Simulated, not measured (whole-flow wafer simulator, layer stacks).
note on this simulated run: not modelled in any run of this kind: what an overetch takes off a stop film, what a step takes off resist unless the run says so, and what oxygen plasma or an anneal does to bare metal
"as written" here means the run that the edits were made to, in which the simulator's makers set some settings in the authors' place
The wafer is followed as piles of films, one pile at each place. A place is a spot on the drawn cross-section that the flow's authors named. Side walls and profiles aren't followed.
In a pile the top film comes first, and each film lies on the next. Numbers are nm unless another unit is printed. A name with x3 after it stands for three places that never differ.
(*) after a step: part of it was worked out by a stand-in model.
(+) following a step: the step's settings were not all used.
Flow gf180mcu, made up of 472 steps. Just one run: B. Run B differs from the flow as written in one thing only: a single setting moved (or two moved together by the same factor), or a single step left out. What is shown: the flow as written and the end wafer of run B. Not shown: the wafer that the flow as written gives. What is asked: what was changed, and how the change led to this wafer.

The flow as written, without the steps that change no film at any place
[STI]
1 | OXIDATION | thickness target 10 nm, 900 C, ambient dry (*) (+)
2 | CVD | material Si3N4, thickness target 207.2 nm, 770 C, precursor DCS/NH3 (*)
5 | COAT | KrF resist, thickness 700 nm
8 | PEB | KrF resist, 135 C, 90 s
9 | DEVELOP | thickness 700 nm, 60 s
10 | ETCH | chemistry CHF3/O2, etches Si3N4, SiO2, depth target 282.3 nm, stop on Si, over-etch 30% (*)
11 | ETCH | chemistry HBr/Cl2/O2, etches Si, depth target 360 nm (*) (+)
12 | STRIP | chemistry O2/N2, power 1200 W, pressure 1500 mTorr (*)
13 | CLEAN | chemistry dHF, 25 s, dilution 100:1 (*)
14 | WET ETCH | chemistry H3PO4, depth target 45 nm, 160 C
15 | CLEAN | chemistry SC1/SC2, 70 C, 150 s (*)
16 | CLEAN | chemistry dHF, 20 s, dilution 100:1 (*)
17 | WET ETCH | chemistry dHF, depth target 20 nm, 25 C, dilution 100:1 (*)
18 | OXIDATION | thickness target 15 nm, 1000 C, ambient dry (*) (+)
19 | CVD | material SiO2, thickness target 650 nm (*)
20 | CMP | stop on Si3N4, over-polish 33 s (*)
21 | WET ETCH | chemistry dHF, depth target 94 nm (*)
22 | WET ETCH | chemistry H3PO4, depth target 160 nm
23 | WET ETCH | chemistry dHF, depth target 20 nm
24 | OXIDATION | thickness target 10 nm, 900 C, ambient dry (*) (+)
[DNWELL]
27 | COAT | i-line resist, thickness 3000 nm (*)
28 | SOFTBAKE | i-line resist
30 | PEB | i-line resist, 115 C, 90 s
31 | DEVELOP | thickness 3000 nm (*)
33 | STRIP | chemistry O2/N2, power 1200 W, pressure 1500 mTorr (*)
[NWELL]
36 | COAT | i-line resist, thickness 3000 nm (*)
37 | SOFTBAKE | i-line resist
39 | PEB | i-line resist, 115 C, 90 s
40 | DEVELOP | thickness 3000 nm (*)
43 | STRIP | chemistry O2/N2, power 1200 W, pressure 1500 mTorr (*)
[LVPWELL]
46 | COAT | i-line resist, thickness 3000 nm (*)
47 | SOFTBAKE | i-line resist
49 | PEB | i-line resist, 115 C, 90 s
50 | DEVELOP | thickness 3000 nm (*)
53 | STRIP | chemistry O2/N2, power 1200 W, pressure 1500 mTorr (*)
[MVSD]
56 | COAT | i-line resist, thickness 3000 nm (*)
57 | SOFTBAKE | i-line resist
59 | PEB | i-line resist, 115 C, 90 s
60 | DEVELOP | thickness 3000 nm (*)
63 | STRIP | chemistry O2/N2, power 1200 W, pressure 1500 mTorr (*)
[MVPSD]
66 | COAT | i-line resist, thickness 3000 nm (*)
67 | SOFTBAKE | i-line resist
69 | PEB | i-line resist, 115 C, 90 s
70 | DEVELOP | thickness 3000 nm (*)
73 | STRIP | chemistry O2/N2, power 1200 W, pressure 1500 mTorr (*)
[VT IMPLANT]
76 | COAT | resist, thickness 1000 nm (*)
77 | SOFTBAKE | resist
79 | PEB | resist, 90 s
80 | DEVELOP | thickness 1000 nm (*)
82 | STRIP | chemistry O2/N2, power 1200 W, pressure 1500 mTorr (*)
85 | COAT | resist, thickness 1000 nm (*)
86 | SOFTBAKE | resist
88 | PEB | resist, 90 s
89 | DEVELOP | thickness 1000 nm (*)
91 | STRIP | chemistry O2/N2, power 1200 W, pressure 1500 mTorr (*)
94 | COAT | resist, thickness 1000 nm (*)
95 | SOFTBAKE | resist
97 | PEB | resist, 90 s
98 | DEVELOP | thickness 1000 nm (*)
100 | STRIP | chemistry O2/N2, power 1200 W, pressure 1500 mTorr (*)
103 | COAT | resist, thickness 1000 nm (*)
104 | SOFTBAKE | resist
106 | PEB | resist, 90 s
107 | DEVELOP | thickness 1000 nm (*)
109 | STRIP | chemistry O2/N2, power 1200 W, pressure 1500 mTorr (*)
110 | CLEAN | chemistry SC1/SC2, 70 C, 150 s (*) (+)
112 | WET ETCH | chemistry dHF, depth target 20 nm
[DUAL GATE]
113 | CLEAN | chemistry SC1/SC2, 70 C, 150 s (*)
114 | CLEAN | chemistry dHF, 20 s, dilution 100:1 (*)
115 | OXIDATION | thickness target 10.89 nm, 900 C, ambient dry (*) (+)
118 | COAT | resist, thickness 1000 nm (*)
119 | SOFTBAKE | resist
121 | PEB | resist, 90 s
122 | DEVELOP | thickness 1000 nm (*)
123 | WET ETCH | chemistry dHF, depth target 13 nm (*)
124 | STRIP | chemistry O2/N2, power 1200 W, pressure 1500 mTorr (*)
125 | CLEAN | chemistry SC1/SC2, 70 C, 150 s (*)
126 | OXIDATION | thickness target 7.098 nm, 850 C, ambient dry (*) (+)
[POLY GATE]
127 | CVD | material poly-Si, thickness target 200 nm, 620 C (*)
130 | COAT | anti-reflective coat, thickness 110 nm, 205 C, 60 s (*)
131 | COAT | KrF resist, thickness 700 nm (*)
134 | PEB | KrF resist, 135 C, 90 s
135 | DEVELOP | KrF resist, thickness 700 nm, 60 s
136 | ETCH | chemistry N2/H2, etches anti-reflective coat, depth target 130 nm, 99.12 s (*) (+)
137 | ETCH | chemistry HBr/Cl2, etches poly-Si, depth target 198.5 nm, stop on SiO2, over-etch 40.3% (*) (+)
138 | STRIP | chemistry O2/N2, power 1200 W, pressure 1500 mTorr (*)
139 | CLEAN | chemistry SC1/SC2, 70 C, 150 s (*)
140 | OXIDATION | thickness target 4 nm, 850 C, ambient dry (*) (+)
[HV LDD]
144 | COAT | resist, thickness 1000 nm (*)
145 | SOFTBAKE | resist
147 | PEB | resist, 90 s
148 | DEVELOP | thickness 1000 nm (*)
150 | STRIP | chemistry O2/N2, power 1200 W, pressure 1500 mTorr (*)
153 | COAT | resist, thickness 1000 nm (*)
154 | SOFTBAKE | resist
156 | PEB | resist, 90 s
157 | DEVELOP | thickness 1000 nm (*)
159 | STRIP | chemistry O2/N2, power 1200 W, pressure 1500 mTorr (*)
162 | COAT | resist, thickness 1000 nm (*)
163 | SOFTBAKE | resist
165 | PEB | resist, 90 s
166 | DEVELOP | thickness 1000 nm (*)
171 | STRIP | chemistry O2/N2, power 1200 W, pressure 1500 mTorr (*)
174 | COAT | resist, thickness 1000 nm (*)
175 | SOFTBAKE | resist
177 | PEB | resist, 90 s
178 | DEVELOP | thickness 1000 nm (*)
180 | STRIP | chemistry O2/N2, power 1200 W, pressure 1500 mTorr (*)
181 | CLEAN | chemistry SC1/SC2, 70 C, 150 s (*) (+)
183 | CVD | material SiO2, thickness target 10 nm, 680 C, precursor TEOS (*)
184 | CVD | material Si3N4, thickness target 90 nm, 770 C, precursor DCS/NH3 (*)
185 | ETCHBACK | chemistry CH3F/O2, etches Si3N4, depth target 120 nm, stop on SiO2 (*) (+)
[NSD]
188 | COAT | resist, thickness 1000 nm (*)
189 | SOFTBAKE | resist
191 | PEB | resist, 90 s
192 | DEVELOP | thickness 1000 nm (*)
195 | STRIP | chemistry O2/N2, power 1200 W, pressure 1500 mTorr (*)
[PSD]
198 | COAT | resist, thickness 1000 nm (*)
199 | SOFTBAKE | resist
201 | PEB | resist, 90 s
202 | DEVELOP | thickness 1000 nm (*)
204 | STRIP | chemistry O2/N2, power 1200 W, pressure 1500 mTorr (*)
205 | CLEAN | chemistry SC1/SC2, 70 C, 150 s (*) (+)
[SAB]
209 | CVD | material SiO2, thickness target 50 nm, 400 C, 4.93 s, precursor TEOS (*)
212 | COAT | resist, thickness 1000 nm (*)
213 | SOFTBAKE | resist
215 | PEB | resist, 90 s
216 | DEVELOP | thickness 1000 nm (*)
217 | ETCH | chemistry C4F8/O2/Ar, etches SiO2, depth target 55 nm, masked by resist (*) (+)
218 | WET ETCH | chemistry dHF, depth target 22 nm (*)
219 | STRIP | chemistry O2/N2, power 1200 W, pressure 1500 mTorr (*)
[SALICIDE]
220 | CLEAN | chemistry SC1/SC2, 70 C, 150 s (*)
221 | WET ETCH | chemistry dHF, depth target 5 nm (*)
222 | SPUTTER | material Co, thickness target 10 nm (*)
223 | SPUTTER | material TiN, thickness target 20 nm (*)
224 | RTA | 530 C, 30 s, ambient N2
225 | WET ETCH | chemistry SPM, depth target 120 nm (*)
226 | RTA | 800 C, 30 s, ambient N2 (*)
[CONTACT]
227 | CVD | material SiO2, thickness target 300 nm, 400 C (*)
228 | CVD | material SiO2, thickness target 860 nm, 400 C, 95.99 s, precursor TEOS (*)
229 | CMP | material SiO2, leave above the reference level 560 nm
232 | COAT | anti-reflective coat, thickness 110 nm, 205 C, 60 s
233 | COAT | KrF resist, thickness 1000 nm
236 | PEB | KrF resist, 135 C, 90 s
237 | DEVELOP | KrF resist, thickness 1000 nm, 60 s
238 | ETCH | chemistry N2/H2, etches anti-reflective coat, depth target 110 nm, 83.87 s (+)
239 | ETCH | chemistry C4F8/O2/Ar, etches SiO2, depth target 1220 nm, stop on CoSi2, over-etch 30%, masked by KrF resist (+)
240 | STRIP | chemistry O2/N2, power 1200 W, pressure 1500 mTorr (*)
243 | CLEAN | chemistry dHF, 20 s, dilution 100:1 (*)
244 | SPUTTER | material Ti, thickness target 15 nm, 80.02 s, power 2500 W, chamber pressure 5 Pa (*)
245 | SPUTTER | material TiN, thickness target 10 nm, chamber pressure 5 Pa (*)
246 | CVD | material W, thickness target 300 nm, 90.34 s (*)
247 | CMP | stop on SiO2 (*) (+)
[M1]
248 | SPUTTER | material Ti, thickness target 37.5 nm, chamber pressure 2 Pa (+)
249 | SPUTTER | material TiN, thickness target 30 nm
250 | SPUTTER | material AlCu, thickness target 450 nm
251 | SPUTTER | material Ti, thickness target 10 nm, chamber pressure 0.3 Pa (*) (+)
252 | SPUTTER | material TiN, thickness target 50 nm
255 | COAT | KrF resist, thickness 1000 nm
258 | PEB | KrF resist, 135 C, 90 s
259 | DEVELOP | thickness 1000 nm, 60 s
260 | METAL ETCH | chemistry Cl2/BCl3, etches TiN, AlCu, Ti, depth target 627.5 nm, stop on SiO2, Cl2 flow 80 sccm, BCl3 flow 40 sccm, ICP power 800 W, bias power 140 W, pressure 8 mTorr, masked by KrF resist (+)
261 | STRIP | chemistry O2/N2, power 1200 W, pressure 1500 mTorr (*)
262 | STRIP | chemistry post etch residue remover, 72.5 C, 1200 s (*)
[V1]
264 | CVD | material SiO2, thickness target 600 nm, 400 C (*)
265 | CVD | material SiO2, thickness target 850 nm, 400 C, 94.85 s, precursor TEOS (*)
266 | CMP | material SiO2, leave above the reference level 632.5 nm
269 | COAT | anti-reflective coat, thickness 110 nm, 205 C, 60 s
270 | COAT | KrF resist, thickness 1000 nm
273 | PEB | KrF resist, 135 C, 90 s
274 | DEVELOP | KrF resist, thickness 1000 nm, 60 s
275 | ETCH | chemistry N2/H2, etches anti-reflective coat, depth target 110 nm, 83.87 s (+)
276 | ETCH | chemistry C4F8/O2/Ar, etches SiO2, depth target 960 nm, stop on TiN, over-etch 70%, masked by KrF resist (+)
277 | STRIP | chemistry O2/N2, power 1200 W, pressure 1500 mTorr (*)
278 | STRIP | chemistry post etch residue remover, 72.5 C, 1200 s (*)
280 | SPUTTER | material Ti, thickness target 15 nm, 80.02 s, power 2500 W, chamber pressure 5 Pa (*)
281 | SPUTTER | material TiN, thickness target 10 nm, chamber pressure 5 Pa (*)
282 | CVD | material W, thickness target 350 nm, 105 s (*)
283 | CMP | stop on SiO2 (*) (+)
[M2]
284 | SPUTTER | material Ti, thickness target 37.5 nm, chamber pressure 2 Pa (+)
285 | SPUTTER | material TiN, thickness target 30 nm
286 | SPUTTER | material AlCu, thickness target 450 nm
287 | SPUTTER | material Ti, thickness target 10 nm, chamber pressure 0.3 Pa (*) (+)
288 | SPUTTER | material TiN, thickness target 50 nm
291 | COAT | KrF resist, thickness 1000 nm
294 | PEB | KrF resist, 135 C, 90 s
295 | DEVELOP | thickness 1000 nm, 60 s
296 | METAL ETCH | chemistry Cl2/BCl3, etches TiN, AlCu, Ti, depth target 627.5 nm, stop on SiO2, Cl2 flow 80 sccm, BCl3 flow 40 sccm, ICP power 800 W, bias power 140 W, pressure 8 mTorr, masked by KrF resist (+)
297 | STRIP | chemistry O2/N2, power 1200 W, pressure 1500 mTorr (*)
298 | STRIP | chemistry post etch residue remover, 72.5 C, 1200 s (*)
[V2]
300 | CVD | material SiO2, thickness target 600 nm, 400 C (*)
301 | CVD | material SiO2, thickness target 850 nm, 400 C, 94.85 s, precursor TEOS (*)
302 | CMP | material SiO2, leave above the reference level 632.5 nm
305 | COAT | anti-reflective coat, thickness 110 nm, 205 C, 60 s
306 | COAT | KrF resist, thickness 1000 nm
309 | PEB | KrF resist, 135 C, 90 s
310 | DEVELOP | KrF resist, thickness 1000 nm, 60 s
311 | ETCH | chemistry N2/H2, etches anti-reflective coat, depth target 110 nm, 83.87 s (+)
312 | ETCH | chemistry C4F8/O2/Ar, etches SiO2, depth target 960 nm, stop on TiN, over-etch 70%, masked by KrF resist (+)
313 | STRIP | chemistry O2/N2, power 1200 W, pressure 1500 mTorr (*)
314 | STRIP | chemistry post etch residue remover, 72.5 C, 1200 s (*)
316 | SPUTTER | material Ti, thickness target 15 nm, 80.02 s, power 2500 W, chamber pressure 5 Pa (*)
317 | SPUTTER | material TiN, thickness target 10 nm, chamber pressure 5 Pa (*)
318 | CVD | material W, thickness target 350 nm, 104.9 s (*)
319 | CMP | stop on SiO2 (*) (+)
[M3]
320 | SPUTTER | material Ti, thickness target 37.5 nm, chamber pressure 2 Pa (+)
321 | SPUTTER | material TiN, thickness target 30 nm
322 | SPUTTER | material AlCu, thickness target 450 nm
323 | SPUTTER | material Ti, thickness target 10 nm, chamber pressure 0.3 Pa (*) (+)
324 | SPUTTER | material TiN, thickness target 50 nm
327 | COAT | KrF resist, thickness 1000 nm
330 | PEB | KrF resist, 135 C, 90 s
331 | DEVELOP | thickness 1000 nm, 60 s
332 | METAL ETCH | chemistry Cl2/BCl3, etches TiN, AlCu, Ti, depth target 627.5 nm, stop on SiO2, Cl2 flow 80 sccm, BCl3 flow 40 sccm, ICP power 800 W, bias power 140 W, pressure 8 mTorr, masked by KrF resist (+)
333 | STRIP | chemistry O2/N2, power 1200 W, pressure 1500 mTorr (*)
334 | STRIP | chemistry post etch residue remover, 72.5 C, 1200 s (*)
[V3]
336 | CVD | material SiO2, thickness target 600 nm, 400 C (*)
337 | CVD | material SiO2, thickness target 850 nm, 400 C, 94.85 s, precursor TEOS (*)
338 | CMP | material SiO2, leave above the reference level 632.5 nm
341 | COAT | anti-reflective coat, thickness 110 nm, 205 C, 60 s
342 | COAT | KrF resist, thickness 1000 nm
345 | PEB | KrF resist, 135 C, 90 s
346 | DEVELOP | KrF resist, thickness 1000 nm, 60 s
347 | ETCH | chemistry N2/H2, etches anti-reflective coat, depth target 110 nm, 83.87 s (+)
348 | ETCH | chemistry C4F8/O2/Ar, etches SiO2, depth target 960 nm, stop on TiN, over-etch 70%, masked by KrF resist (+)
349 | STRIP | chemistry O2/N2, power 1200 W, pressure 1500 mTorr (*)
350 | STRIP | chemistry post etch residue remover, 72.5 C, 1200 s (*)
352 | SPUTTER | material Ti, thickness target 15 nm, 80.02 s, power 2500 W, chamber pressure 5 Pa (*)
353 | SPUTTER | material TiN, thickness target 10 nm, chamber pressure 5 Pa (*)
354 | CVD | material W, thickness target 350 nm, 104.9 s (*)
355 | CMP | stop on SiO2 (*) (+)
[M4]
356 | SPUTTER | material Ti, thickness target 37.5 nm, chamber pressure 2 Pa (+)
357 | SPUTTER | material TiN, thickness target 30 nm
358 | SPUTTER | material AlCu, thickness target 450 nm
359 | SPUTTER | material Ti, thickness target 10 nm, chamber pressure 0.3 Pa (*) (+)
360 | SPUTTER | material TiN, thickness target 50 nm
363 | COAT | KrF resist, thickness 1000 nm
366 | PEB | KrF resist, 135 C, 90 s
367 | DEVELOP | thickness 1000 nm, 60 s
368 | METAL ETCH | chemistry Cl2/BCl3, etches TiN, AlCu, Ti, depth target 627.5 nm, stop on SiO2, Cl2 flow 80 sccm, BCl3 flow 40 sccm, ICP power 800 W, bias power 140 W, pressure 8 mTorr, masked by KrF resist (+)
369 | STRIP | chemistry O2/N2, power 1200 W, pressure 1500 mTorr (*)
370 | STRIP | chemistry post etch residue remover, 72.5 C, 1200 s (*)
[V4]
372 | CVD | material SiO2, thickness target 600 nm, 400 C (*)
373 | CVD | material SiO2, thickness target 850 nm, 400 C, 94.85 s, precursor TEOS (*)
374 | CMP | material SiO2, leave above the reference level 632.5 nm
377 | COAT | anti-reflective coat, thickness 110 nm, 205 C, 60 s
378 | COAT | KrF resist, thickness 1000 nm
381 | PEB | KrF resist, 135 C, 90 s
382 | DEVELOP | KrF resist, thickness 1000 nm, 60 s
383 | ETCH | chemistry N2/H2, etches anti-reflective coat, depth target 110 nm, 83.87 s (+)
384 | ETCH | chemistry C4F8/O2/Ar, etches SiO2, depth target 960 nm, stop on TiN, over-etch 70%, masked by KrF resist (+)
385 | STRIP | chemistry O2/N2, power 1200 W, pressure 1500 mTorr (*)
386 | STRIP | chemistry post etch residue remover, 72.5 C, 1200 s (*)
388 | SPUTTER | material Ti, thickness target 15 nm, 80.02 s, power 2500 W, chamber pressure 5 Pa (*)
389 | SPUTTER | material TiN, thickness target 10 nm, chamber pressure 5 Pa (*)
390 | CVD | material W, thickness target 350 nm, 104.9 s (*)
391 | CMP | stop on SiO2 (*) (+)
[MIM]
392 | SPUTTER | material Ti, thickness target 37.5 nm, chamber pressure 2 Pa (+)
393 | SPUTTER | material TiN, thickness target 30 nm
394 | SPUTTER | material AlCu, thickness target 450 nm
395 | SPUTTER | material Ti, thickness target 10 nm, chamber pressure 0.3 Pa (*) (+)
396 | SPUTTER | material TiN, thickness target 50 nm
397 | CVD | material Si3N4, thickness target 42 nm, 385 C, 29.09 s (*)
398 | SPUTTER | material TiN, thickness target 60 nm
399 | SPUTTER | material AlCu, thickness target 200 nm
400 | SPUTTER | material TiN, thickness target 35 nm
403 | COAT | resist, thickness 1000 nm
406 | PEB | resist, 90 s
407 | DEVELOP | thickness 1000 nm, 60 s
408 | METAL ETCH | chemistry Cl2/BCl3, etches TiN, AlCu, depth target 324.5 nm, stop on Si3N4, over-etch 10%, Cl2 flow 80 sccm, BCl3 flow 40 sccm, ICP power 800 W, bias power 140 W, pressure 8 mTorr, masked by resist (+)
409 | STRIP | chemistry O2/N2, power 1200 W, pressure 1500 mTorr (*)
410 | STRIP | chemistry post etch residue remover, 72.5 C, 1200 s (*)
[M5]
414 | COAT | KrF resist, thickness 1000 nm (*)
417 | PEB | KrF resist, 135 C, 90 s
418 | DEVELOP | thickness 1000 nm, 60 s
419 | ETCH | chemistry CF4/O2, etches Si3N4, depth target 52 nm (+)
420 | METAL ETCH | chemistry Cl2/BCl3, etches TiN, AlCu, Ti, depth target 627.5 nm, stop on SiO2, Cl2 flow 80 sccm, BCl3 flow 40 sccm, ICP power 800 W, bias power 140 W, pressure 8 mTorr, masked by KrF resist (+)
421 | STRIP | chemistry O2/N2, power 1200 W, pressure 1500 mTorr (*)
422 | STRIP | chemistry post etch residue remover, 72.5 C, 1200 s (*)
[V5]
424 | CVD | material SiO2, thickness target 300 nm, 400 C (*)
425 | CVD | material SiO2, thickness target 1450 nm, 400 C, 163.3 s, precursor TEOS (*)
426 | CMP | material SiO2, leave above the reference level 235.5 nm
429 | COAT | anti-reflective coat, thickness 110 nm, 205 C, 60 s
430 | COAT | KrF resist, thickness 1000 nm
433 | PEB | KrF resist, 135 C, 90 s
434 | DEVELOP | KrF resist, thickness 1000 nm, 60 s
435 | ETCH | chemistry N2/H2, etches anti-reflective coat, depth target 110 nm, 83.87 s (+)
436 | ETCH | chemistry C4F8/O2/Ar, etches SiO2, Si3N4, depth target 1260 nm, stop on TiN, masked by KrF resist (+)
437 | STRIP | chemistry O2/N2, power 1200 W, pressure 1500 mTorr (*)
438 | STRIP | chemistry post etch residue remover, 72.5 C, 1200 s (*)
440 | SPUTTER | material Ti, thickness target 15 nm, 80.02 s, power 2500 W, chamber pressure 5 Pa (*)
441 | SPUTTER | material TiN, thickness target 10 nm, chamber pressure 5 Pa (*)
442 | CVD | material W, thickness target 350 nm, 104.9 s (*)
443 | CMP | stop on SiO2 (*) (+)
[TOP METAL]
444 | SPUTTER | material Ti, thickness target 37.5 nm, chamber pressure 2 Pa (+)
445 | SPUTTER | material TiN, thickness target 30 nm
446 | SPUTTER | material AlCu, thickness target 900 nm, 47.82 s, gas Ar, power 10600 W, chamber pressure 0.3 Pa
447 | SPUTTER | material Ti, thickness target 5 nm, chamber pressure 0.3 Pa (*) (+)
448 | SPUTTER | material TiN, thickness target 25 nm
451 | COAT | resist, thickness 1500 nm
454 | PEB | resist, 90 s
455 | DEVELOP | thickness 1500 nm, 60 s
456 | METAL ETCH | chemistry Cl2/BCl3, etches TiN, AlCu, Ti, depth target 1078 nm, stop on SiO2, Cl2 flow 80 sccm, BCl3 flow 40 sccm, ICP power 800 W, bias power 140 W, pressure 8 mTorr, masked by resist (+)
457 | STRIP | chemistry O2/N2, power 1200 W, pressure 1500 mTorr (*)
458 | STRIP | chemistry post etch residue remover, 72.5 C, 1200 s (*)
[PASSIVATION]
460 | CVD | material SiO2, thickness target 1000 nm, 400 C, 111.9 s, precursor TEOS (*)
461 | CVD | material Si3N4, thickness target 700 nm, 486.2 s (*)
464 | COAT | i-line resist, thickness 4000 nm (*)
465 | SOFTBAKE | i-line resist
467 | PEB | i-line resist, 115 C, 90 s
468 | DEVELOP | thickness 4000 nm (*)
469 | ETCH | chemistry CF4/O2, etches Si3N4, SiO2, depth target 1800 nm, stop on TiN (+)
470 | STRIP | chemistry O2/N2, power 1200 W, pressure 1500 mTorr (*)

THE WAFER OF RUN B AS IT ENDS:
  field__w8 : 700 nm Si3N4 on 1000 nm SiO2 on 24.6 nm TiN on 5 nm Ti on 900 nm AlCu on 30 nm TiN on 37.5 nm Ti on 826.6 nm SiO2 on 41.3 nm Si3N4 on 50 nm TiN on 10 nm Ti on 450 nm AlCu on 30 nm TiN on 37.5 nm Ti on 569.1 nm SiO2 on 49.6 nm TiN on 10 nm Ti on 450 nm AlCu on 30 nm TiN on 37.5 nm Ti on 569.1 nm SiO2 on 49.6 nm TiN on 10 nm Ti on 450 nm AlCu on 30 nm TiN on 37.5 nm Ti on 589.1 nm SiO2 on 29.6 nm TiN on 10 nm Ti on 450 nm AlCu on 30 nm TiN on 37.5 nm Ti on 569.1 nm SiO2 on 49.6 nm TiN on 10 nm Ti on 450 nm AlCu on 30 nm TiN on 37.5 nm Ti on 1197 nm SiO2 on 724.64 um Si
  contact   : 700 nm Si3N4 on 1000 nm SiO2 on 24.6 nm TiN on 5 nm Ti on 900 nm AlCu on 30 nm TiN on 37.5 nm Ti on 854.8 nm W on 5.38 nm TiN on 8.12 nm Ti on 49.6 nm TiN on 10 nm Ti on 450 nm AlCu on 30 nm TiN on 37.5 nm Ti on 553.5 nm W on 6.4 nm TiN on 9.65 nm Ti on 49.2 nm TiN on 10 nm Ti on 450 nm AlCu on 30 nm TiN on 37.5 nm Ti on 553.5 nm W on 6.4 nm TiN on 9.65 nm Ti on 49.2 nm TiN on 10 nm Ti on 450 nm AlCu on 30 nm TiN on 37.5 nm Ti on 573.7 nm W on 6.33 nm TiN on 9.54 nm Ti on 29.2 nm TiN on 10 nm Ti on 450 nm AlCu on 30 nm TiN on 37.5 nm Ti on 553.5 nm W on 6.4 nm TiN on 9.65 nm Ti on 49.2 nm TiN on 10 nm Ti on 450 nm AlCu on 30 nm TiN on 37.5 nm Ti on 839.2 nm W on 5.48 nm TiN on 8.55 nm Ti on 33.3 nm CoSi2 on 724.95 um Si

What caused this: step 288, SPUTTER: thickness target 30 nm was run, while the flow as written has thickness target 50 nm.

The path from the change to this, step by step:
  288 | SPUTTER | material TiN, thickness target 50 nm
      field, field__w1, field__w2 and 108 more: TiN gains 30 (new film) (as written it would have been: TiN gains 50 (new film))
  296 | METAL ETCH | chemistry Cl2/BCl3, etches TiN, AlCu, Ti, depth target 627.5 nm, stop on SiO2, Cl2 flow 80 sccm, BCl3 flow 40 sccm, ICP power 800 W, bias power 140 W, pressure 8 mTorr, masked by KrF resist (+)
      field, field__w1, field__w2 and 103 more: TiN loses 30 (all of it), Ti loses 10 (all of it), AlCu loses 450 (all of it), TiN loses 30 (all of it), Ti loses 37.5 (all of it) (as written it would have been: TiN loses 50 (all of it), Ti loses 10 (all of it), AlCu loses 450 (all of it), TiN loses 30 (all of it), Ti loses 37.5 (all of it))
  302 | CMP | material SiO2, leave above the reference level 632.5 nm
      field__w8, contact, m1, m1__w1, m1_nw: SiO2 loses 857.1 (as written it would have been: SiO2 loses 877.1)
  312 | ETCH | chemistry C4F8/O2/Ar, etches SiO2, depth target 960 nm, stop on TiN, over-etch 70%, masked by KrF resist (+)
      contact: SiO2 loses 592.1 (all of it) (as written it would have been: SiO2 loses 572.1 (all of it))
  318 | CVD | material W, thickness target 350 nm, 104.9 s (*)
      contact: W gains 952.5 (new film) (as written it would have been: W gains 932.3 (new film))
